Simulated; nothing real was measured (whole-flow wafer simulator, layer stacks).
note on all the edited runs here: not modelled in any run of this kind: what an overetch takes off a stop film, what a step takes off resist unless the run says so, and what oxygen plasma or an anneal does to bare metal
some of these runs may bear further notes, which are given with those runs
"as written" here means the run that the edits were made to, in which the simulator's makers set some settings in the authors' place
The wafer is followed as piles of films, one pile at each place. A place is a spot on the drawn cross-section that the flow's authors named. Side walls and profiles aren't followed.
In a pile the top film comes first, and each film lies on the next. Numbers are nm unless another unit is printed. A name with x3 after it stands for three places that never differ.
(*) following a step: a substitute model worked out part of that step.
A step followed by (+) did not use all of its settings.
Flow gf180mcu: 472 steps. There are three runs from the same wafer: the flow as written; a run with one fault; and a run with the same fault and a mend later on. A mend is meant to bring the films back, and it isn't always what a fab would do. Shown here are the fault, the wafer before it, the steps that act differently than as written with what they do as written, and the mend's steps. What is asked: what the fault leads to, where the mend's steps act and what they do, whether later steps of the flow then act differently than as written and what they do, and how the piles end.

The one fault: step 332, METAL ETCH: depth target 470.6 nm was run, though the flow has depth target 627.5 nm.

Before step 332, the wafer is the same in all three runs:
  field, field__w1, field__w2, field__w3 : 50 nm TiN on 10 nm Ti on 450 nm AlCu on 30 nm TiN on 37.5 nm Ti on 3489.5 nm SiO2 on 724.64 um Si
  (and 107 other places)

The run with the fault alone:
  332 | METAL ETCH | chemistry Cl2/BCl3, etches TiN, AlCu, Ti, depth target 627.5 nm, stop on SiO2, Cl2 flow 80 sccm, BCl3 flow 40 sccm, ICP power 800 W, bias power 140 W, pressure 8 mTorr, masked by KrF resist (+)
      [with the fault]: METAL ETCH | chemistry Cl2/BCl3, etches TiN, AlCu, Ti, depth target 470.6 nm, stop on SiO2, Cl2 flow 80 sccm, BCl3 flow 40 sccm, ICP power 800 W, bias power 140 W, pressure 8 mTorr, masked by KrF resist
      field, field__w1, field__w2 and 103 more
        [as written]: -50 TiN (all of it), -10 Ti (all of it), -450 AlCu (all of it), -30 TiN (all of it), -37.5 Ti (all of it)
        [with the fault]: -50 TiN (all of it), -10 Ti (all of it), -410.6 AlCu
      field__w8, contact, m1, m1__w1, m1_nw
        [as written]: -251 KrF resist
        [with the fault]: -188.2 KrF resist
  Later steps of the flow acting differently than as written:
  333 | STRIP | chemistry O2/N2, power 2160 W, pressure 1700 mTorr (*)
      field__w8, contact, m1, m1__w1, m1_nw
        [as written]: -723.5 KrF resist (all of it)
        [with the fault]: -786.3 KrF resist (all of it)
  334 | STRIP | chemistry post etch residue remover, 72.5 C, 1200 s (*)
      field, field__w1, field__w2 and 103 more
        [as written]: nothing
        [with the fault]: -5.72 AlCu
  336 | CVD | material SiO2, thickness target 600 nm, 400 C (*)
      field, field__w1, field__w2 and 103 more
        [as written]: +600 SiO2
        [with the fault]: +600 SiO2 (new film)
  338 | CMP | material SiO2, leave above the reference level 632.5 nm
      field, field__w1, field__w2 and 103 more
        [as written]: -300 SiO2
        [with the fault]: -401.2 SiO2
  At field, field__w1, field__w2 and 104 more, the piles at the end differ from the flow's by more than 2% or 0.5 nm, whichever is larger.
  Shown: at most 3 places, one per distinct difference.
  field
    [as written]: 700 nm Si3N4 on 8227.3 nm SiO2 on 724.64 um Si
    [with the fault]: 700 nm Si3N4 on 4636.6 nm SiO2 on 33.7 nm AlCu on 30 nm TiN on 37.5 nm Ti on 3489.5 nm SiO2 on 724.64 um Si
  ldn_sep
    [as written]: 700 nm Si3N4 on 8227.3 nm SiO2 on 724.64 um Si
    [with the fault]: 700 nm Si3N4 on 4636.6 nm SiO2 on 33.7 nm AlCu on 30 nm TiN on 37.5 nm Ti on 3489.4 nm SiO2 on 724.64 um Si
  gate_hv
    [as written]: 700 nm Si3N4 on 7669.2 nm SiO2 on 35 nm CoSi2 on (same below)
    [with the fault]: 700 nm Si3N4 on 4636.6 nm SiO2 on 33.7 nm AlCu on 30 nm TiN on 37.5 nm Ti on 2931.3 nm SiO2 on 35 nm CoSi2 on (same below)

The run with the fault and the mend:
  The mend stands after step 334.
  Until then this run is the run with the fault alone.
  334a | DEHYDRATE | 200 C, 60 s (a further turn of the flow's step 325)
      leaves every film unchanged at each place that is followed
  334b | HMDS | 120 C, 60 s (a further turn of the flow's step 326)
      leaves every film unchanged at each place that is followed
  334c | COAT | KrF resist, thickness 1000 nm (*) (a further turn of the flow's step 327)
      iso_ptap_pw, iso_ntap_nw, iso_nw_fld and 33 more
        +1000 KrF resist (new film)
      field__w1, field_sub, field_sub__w1 and 10 more
        +1002.7 KrF resist (new film)
      field__w13, p_well, sti and 7 more
        +1003.1 KrF resist (new film)
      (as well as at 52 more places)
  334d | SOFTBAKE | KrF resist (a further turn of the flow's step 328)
      leaves every film unchanged at each place that is followed
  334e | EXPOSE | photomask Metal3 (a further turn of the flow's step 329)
      leaves every film unchanged at each place that is followed
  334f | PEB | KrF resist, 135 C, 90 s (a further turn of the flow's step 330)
      field__w1, field__w2, field__w3 and 56 more
        -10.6 KrF resist
      iso_ptap_pw, iso_ntap_nw, iso_nw_fld and 33 more
        -10.5 KrF resist
      gate_hv, sd_p, nw_sep_fld, polyc_n, polyc_n_rim
        -10.7 KrF resist
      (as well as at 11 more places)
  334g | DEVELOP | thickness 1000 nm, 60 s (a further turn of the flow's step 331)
      iso_ptap_pw, iso_ntap_nw, iso_nw_fld and 33 more
        -989.5 KrF resist (all of it)
      field_sub, field_sub__w1, field_sub__w2 and 13 more
        -992.2 KrF resist (all of it)
      p_well, sti, spacer and 7 more
        -992.5 KrF resist (all of it)
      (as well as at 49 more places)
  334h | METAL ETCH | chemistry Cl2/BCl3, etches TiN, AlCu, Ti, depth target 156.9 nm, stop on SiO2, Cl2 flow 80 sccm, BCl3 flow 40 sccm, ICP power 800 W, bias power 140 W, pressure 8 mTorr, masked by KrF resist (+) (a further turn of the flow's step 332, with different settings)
      field, field__w1, field__w2 and 103 more
        -33.7 AlCu (all of it), -30 TiN (all of it), -37.5 Ti (all of it)
      field__w8, contact, m1, m1__w1, m1_nw
        -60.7 KrF resist
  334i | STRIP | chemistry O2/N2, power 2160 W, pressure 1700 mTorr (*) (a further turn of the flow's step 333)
      field__w8
        -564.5 KrF resist (all of it)
      contact
        -562.4 KrF resist (all of it)
      m1
        -565.3 KrF resist (all of it)
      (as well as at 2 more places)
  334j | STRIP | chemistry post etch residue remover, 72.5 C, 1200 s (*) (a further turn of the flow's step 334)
      field__w8, contact, m1, m1__w1, m1_nw
        -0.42 TiN
  Every later step of the flow that is run acts as written, at every place that is followed, to within 2% or 0.5 nm, whichever is larger.
  At the end the piles are close to the flow's at the places that both follow, differing by at most 2% or 0.5 nm, whichever is larger.
